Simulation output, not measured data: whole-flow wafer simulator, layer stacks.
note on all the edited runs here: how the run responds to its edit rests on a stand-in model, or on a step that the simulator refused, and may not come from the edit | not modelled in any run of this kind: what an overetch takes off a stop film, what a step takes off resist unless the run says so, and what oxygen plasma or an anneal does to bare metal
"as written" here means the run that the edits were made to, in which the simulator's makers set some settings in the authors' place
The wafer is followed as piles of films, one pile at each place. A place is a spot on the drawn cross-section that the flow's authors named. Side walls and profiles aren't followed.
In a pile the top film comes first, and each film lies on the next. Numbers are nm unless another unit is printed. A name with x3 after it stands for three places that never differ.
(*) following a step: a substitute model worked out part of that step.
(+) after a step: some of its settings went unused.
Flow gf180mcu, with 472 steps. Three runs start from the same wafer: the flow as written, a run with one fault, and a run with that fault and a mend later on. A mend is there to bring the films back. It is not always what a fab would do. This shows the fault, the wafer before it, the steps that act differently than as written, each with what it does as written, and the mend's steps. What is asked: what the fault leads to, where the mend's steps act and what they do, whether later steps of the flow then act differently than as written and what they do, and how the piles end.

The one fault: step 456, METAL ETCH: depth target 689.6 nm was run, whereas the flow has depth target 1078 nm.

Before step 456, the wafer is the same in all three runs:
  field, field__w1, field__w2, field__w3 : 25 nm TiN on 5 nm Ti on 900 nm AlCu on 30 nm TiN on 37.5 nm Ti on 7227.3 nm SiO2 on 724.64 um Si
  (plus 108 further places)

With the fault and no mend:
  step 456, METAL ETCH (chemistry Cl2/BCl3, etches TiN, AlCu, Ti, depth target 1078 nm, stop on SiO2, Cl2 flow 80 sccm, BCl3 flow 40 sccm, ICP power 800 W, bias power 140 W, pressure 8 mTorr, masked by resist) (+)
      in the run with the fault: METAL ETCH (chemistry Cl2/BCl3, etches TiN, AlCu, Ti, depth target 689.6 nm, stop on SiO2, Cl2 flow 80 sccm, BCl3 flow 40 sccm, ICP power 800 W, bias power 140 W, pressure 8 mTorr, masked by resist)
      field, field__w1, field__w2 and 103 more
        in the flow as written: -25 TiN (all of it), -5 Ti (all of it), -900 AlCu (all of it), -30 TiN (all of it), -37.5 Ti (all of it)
        in the run with the fault: -25 TiN (all of it), -5 Ti (all of it), -659.6 AlCu
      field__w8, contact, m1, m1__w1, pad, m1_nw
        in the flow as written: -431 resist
        in the run with the fault: -275.8 resist
  Steps further on in the flow that do not act as written:
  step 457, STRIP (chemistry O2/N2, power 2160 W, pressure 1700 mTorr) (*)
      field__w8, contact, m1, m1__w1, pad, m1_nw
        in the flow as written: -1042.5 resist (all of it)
        in the run with the fault: -1197.6 resist (all of it)
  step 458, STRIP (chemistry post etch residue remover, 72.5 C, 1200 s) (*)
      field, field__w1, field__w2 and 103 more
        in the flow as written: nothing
        in the run with the fault: -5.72 AlCu
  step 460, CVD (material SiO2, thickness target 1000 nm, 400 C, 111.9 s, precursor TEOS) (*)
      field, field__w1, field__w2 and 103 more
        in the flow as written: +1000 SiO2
        in the run with the fault: +1000 SiO2 (new film)
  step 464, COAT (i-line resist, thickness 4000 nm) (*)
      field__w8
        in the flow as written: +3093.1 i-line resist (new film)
        in the run with the fault: +3362 i-line resist (new film)
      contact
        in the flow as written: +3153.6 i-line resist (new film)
        in the run with the fault: +3399 i-line resist (new film)
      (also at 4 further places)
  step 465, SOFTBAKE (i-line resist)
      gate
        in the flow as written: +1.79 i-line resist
        in the run with the fault: -0.39 i-line resist
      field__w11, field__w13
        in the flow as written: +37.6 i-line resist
        in the run with the fault: +23.4 i-line resist
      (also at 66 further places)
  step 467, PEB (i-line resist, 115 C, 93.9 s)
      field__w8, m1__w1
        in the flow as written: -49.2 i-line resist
        in the run with the fault: -54.7 i-line resist
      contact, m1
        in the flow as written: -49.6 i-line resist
        in the run with the fault: -55 i-line resist
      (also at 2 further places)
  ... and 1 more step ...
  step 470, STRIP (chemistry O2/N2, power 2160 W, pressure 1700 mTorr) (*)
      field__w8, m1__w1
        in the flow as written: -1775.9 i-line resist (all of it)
        in the run with the fault: -2065.6 i-line resist (all of it)
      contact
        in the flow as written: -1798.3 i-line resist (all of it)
        in the run with the fault: -2079.5 i-line resist (all of it)
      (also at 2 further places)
  The piles end different from the flow's at field, field__w1, field__w2 and 103 more by more than 2% or 0.5 nm, whichever is larger.
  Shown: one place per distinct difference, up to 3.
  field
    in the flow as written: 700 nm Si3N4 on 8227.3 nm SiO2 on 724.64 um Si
    in the run with the fault: 700 nm Si3N4 on 1000 nm SiO2 on 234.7 nm AlCu on 30 nm TiN on 37.5 nm Ti on 7227.3 nm SiO2 on 724.64 um Si
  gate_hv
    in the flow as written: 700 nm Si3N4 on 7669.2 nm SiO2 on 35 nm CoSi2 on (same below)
    in the run with the fault: 700 nm Si3N4 on 1000 nm SiO2 on 234.7 nm AlCu on 30 nm TiN on 37.5 nm Ti on 6669.2 nm SiO2 on 35 nm CoSi2 on (same below)
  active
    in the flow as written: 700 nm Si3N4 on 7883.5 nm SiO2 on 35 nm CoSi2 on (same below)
    in the run with the fault: 700 nm Si3N4 on 1000 nm SiO2 on 234.7 nm AlCu on 30 nm TiN on 37.5 nm Ti on 6883.5 nm SiO2 on 35 nm CoSi2 on (same below)

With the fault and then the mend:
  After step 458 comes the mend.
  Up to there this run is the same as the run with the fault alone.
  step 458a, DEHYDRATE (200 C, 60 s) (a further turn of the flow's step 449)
      does not change any film at any place that is followed
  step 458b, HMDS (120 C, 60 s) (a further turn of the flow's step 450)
      does not change any film at any place that is followed
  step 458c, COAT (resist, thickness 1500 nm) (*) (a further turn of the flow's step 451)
      iso_ptap_pw, iso_ntap_nw, iso_nw_fld and 33 more
        +1500 resist (new film)
      field_sub, field_sub__w2, field_sub__w3 and 11 more
        +1508.9 resist (new film)
      p_well, sti, spacer, sd_n, mim_1p0, dice_street
        +1503.3 resist (new film)
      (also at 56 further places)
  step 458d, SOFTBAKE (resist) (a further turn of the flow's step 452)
      mim, ld_drn_n
        -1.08 resist
      ld_gate_n, gate_hv5
        -1.46 resist
      ld_gate_p, nw_enc_fld_lv__w4
        -0.37 resist
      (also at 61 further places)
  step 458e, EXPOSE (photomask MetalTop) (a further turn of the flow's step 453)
      does not change any film at any place that is followed
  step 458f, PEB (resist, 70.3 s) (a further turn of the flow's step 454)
      field__w2, field__w3, field__w5 and 43 more
        -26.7 resist
      iso_ptap_pw, iso_ntap_nw, iso_nw_fld and 33 more
        -26.5 resist
      p_well, sti, spacer, sd_n, mim_1p0, dice_street
        -26.6 resist
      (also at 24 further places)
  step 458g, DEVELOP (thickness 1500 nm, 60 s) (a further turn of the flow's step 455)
      iso_ptap_pw, iso_ntap_nw, iso_nw_fld and 33 more
        -1473.5 resist (all of it)
      field__w2, field__w3, field__w12, ld_acc_p, ld_fp_p, ld_drift_p, ppoly_sal
        -1482 resist (all of it)
      p_well, sti, spacer, sd_n, mim_1p0, dice_street
        -1476.8 resist (all of it)
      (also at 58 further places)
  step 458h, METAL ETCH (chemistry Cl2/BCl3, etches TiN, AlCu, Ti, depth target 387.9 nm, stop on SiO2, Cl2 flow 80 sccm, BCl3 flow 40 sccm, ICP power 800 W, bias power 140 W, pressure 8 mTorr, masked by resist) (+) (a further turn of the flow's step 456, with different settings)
      field, field__w1, field__w2 and 103 more
        -234.7 AlCu (all of it), -30 TiN (all of it), -37.5 Ti (all of it)
      field__w8, contact, m1, m1__w1, pad, m1_nw
        -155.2 resist
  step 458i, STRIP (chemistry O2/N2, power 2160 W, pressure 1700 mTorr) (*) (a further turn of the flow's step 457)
      field__w8
        -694 resist (all of it)
      contact
        -692.1 resist (all of it)
      m1
        -692.4 resist (all of it)
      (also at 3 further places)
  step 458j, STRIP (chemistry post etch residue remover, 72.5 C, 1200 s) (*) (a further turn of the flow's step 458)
      field__w8, contact, m1, m1__w1, pad, m1_nw
        -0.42 TiN
  Every later step of the flow that is run acts as written, at every place that is followed, to within 2% or 0.5 nm, whichever is larger.
  At the end the piles are close to the flow's at the places that both follow, differing by at most 2% or 0.5 nm, whichever is larger.
